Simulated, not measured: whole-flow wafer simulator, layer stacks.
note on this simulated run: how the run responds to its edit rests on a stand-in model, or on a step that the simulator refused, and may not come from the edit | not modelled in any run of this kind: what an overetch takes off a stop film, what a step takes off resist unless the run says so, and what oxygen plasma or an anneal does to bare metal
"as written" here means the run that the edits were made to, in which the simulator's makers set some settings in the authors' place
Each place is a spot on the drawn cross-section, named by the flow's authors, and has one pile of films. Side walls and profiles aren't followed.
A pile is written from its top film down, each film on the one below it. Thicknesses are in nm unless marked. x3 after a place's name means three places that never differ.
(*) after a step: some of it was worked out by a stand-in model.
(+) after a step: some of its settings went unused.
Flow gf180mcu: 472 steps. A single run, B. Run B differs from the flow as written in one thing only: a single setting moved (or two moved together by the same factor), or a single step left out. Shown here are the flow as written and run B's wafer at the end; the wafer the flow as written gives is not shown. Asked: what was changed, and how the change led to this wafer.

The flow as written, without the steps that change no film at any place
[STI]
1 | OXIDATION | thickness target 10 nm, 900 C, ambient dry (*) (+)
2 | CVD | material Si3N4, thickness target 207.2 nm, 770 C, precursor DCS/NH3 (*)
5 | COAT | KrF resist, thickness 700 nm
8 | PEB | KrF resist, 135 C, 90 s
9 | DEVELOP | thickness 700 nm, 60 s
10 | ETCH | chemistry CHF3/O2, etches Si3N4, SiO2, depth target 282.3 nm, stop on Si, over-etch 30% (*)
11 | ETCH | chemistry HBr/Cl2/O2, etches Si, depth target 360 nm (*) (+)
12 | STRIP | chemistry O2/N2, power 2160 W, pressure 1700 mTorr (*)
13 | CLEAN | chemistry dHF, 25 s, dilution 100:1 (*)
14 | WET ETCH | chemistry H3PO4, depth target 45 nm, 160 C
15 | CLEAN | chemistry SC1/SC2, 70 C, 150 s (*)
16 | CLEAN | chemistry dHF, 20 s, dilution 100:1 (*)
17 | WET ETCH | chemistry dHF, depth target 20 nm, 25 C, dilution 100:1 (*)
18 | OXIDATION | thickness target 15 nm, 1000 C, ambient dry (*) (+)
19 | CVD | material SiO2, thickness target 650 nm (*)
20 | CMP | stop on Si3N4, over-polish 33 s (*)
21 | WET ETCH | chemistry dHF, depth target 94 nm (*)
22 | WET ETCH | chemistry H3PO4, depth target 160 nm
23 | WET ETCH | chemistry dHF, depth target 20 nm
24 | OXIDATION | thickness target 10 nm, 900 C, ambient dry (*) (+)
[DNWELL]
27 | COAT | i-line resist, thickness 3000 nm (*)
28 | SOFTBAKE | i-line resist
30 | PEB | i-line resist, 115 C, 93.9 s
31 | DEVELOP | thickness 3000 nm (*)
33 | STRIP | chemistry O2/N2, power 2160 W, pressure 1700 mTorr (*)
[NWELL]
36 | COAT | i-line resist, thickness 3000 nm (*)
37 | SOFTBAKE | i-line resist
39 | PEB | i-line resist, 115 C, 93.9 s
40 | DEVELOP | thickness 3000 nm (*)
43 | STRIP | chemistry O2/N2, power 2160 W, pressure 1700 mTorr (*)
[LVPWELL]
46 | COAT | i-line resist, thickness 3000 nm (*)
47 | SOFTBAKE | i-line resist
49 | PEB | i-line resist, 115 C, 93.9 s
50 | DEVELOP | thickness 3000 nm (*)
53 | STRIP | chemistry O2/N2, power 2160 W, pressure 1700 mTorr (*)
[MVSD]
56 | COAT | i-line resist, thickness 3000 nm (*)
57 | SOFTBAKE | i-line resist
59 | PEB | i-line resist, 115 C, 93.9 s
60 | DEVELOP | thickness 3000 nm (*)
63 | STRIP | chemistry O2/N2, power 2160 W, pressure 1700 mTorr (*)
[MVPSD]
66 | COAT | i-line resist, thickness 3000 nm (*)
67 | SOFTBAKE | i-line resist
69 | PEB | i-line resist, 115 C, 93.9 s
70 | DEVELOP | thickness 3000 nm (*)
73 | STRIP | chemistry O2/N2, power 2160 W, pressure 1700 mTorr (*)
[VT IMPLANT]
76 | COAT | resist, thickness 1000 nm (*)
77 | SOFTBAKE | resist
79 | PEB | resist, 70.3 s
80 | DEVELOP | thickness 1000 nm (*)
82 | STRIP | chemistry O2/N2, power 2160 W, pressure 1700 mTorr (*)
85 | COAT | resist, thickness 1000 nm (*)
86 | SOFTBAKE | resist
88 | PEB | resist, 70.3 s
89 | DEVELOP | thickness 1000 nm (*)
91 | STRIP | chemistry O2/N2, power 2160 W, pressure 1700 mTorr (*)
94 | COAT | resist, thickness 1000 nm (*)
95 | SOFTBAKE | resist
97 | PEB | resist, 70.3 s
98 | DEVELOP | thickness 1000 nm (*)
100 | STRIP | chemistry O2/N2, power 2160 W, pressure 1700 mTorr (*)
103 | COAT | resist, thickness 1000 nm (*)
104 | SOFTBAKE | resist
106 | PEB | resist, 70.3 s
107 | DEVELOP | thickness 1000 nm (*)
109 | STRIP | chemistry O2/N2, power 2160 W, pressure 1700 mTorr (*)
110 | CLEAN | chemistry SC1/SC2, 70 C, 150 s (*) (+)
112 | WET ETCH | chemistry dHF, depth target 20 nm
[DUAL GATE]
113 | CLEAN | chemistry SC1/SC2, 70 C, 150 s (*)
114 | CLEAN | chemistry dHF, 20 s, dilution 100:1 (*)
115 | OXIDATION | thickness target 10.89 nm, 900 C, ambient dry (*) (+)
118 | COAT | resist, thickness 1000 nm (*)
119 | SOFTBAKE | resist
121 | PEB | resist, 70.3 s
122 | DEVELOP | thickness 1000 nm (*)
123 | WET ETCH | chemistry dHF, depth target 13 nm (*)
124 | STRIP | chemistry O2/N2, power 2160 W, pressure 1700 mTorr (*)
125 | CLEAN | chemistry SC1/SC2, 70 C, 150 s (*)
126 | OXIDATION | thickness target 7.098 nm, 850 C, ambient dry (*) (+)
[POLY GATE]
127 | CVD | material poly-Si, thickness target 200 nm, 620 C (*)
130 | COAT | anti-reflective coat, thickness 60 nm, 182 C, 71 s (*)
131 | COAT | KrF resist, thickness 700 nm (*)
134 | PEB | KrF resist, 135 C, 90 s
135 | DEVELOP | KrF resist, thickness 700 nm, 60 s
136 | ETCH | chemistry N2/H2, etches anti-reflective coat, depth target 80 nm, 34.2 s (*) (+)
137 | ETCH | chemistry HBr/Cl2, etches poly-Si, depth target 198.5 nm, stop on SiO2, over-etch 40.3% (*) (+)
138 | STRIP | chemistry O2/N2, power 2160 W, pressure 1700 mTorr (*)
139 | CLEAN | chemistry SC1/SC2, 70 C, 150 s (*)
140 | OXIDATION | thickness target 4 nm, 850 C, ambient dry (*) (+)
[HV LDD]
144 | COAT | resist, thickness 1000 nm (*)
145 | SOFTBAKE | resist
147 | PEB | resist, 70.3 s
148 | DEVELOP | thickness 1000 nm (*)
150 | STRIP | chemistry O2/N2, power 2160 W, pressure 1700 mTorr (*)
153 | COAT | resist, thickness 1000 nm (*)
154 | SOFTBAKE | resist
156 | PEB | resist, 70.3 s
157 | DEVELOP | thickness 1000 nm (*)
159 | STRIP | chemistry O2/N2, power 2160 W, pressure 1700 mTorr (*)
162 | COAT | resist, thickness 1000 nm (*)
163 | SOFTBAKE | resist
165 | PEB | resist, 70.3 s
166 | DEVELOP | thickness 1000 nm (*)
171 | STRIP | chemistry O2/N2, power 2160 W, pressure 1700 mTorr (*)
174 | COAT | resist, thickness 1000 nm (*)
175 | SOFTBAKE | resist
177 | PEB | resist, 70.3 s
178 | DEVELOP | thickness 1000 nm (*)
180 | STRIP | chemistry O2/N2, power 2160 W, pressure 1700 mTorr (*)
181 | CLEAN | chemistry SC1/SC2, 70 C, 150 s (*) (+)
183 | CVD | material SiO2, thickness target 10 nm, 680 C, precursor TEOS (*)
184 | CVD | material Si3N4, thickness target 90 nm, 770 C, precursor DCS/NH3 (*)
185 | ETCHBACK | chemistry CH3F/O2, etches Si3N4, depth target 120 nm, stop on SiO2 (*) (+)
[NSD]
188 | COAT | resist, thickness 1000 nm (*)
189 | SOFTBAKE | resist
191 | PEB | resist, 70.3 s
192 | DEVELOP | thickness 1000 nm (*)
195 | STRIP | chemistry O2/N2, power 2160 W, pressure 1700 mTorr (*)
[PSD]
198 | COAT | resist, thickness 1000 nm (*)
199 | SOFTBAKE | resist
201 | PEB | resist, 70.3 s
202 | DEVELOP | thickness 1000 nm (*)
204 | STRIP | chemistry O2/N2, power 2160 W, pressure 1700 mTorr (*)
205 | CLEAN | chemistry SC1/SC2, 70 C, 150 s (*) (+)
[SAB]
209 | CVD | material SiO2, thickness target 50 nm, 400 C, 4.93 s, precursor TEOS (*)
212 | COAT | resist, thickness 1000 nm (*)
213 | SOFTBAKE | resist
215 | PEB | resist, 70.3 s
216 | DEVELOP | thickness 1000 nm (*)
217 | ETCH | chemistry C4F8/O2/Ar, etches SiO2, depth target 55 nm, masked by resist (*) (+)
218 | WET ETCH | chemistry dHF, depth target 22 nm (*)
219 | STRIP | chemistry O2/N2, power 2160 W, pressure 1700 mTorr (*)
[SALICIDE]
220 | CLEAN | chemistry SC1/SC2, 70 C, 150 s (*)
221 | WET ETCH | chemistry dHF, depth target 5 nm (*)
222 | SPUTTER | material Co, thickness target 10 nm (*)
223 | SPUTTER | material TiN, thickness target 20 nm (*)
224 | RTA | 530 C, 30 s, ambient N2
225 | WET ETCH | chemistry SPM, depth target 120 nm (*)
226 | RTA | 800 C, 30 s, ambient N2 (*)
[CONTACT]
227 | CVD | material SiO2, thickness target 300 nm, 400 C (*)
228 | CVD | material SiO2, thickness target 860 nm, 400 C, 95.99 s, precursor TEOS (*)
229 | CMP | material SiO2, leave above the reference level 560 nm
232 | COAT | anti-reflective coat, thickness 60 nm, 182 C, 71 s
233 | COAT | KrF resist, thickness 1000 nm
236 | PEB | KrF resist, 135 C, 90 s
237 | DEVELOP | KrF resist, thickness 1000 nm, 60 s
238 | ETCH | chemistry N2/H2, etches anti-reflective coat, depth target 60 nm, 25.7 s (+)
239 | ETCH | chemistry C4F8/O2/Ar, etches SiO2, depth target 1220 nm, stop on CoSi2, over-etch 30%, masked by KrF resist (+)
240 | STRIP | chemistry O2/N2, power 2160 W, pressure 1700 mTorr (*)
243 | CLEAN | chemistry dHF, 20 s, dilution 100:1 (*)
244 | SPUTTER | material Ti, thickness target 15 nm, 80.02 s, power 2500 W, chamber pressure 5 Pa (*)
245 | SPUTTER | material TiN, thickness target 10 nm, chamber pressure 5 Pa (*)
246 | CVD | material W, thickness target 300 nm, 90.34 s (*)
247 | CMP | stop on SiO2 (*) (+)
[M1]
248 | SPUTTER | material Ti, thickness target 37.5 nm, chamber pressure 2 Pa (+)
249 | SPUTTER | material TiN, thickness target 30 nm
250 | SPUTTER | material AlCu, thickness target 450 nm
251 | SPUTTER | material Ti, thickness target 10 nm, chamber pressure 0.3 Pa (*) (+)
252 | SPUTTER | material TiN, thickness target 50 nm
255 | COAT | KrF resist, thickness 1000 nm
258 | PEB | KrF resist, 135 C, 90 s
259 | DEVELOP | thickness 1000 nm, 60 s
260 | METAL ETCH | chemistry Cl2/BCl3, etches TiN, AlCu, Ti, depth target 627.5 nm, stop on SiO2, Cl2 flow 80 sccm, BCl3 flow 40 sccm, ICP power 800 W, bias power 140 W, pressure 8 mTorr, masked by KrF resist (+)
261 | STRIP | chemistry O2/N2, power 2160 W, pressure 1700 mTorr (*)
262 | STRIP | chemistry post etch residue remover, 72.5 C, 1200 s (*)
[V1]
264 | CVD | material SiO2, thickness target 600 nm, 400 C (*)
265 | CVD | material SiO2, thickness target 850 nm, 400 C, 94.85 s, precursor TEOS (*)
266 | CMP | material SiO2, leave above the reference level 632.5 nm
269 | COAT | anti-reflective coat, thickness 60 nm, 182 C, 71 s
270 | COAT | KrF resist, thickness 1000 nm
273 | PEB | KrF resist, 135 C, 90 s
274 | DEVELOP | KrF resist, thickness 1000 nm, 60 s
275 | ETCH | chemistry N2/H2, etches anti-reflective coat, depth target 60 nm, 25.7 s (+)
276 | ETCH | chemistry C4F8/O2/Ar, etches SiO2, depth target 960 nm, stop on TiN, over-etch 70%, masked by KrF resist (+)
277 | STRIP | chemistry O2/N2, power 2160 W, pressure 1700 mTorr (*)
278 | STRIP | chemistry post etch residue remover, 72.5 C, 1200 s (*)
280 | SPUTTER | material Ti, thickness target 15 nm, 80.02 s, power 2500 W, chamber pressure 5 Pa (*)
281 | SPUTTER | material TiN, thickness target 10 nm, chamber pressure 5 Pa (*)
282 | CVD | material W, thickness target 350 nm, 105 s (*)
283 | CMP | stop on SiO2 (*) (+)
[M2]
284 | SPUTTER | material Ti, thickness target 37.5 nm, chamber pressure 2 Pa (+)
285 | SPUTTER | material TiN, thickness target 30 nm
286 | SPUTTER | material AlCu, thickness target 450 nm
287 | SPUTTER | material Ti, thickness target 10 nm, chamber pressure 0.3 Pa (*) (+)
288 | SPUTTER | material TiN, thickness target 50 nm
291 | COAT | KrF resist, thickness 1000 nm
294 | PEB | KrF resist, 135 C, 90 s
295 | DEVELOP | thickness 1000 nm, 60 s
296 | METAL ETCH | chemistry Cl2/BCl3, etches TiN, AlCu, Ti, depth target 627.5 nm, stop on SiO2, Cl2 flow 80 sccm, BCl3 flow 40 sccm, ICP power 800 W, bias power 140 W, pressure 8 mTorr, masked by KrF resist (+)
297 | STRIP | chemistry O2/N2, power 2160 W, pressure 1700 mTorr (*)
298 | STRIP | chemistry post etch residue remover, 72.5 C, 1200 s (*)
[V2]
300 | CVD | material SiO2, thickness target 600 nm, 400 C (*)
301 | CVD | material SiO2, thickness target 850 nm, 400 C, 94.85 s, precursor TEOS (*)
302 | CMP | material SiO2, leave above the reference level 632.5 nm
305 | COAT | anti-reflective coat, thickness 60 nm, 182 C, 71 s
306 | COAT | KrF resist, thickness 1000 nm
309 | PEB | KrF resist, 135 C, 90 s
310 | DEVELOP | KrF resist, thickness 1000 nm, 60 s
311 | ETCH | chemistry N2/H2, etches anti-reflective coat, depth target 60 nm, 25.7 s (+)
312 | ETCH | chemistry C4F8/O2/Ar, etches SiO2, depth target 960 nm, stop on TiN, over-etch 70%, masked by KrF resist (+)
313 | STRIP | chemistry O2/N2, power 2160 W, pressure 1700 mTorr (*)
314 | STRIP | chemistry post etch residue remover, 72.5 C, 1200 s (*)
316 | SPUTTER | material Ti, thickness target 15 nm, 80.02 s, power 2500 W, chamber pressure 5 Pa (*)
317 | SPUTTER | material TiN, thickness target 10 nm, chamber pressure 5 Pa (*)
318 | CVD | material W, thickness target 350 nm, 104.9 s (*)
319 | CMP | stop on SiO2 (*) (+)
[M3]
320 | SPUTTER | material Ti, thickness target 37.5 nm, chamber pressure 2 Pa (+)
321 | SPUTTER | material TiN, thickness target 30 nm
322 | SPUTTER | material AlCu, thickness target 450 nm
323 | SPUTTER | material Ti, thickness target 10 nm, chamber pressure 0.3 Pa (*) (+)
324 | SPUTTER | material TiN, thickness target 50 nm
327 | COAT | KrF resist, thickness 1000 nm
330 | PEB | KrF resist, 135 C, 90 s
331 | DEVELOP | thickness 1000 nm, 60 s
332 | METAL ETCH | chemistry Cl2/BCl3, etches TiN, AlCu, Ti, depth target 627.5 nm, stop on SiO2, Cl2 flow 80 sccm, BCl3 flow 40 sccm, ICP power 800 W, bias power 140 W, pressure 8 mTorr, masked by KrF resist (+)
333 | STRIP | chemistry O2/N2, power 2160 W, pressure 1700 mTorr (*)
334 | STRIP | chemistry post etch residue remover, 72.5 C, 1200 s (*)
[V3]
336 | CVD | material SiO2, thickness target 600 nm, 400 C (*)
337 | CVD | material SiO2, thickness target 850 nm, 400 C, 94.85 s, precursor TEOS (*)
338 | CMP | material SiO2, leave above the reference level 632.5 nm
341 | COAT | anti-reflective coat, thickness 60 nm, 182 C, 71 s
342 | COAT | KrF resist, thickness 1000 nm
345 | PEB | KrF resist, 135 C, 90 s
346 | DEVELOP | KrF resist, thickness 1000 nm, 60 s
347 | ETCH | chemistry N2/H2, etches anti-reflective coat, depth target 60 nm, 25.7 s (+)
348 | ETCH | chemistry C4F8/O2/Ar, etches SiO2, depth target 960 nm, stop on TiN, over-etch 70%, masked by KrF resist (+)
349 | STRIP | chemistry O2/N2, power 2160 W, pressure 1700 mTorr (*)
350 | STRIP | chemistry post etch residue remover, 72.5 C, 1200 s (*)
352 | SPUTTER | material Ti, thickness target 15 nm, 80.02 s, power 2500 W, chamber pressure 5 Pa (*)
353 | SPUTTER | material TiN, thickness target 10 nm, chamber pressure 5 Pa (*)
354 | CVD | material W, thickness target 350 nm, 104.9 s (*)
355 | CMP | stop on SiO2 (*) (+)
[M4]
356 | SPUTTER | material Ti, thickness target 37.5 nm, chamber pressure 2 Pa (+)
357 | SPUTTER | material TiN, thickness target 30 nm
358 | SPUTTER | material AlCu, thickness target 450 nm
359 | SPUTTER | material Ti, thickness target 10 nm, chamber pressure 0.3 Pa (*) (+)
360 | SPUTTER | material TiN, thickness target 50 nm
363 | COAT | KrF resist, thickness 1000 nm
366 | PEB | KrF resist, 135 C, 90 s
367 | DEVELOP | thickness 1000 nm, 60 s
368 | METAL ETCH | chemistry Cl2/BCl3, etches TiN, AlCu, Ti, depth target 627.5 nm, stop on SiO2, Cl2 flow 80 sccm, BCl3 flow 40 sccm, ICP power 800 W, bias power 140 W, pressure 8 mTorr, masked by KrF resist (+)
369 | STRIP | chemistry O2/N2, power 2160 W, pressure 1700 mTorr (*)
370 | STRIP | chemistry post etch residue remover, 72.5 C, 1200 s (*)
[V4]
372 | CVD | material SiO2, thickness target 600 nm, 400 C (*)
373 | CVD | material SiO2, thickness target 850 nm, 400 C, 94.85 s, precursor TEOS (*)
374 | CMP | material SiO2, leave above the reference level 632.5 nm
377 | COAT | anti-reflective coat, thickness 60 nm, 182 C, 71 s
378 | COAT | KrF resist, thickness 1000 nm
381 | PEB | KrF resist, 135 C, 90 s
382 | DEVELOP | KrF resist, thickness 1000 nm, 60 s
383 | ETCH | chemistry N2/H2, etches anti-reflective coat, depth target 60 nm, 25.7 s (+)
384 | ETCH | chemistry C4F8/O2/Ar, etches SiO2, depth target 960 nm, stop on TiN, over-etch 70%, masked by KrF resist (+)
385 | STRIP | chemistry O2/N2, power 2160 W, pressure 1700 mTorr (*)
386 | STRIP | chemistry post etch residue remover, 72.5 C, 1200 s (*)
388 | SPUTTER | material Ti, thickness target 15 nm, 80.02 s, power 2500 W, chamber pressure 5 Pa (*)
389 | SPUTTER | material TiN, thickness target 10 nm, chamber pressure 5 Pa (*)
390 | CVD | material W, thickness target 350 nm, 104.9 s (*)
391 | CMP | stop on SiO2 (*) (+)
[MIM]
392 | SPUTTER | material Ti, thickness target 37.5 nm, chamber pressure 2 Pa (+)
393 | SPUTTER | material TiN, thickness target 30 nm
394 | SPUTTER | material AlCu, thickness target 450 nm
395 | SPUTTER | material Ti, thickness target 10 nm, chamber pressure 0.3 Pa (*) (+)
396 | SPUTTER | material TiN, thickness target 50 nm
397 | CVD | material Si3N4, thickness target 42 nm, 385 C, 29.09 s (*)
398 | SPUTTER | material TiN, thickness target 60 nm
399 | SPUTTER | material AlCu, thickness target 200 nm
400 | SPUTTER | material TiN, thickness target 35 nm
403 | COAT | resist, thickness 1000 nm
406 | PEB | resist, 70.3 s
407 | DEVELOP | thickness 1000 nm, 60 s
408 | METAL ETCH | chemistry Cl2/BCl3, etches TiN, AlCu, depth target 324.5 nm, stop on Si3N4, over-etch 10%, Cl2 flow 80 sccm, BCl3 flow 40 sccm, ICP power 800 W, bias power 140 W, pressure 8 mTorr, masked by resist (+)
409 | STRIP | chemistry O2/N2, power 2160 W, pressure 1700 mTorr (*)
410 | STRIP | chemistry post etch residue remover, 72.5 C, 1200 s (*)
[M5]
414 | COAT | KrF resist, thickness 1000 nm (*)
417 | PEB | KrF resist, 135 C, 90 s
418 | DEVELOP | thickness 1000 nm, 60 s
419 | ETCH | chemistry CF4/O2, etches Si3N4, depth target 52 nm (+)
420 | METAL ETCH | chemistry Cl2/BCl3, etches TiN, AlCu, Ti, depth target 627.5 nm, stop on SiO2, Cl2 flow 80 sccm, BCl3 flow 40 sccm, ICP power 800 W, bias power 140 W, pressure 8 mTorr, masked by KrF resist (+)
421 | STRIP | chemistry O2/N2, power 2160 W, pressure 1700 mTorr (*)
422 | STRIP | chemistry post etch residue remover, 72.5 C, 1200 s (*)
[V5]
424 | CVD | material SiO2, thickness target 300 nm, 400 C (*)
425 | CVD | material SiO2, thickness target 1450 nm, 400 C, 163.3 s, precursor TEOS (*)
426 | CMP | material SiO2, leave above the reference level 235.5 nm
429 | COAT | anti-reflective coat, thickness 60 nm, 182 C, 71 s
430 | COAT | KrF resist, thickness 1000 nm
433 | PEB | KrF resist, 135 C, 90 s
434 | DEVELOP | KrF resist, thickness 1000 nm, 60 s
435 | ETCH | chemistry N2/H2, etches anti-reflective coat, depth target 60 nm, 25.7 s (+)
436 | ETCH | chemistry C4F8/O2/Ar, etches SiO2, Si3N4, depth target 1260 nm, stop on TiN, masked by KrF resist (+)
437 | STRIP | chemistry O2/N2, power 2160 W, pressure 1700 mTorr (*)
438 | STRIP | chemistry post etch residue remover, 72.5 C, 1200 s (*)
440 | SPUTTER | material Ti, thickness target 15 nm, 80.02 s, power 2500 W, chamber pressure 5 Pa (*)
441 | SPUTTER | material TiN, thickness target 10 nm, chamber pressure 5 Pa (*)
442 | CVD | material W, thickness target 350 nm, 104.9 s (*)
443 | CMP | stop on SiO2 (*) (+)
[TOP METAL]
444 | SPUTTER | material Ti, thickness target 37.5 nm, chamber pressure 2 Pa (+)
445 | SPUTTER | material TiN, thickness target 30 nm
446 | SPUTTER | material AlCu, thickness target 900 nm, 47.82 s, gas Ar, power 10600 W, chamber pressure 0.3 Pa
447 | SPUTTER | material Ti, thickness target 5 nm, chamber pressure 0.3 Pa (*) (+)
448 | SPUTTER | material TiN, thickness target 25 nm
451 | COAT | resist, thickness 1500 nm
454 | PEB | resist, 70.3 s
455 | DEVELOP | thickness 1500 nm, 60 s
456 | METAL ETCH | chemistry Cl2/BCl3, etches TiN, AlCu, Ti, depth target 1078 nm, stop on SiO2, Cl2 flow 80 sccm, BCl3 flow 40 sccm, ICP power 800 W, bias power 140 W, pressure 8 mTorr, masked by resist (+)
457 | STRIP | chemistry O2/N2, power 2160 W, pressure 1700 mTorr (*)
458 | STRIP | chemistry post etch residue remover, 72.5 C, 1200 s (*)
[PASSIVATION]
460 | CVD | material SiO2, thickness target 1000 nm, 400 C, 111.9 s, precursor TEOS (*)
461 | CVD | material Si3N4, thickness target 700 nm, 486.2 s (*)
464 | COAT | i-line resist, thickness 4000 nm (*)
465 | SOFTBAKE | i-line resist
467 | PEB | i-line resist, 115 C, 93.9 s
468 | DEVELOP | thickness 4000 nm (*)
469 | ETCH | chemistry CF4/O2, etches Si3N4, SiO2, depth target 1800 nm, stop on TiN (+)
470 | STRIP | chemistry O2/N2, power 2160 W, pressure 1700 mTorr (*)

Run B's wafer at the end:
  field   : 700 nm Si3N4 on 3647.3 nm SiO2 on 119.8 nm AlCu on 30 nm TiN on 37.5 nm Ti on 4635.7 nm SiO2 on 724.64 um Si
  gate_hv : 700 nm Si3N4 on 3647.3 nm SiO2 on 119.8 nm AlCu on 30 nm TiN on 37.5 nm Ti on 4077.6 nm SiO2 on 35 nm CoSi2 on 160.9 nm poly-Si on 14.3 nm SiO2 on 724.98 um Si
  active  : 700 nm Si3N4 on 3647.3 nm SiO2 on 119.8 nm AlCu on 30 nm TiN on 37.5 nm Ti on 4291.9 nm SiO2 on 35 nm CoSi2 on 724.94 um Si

Cause: step 358, SPUTTER: thickness target 693 nm was run, while the flow as written has thickness target 450 nm.

How this came from the change, step by step:
  358 | SPUTTER | material AlCu, thickness target 450 nm
      field, field__w1, field__w2 and 108 more: +693 AlCu (new film) (in the flow as written it would be: +450 AlCu (new film))
  368 | METAL ETCH | chemistry Cl2/BCl3, etches TiN, AlCu, Ti, depth target 627.5 nm, stop on SiO2, Cl2 flow 80 sccm, BCl3 flow 40 sccm, ICP power 800 W, bias power 140 W, pressure 8 mTorr, masked by KrF resist (+)
      field, field__w1, field__w2 and 103 more: -50 TiN (all of it), -10 Ti (all of it), -567.5 AlCu (in the flow as written it would be: -50 TiN (all of it), -10 Ti (all of it), -450 AlCu (all of it), -30 TiN (all of it), -37.5 Ti (all of it))
  370 | STRIP | chemistry post etch residue remover, 72.5 C, 1200 s (*)
      field, field__w1, field__w2 and 103 more: -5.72 AlCu (in the flow as written it would be: nothing)
  372 | CVD | material SiO2, thickness target 600 nm, 400 C (*)
      field, field__w1, field__w2 and 103 more: +600 SiO2 (new film) (in the flow as written it would be: +600 SiO2)
  374 | CMP | material SiO2, leave above the reference level 632.5 nm
      field, field__w1, field__w2 and 103 more: -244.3 SiO2 (in the flow as written it would be: -300 SiO2)
Taking metal films that touch as one body, field has 1 body; the flow as written gives 0 bodies.
Taking metal films that touch as one body, gate_hv has 2 bodies (between them, from the top down: SiO2 4077.6); the flow as written gives 1 body.
Taking metal films that touch as one body, active has 2 bodies (between them, from the top down: SiO2 4291.9); the flow as written gives 1 body.
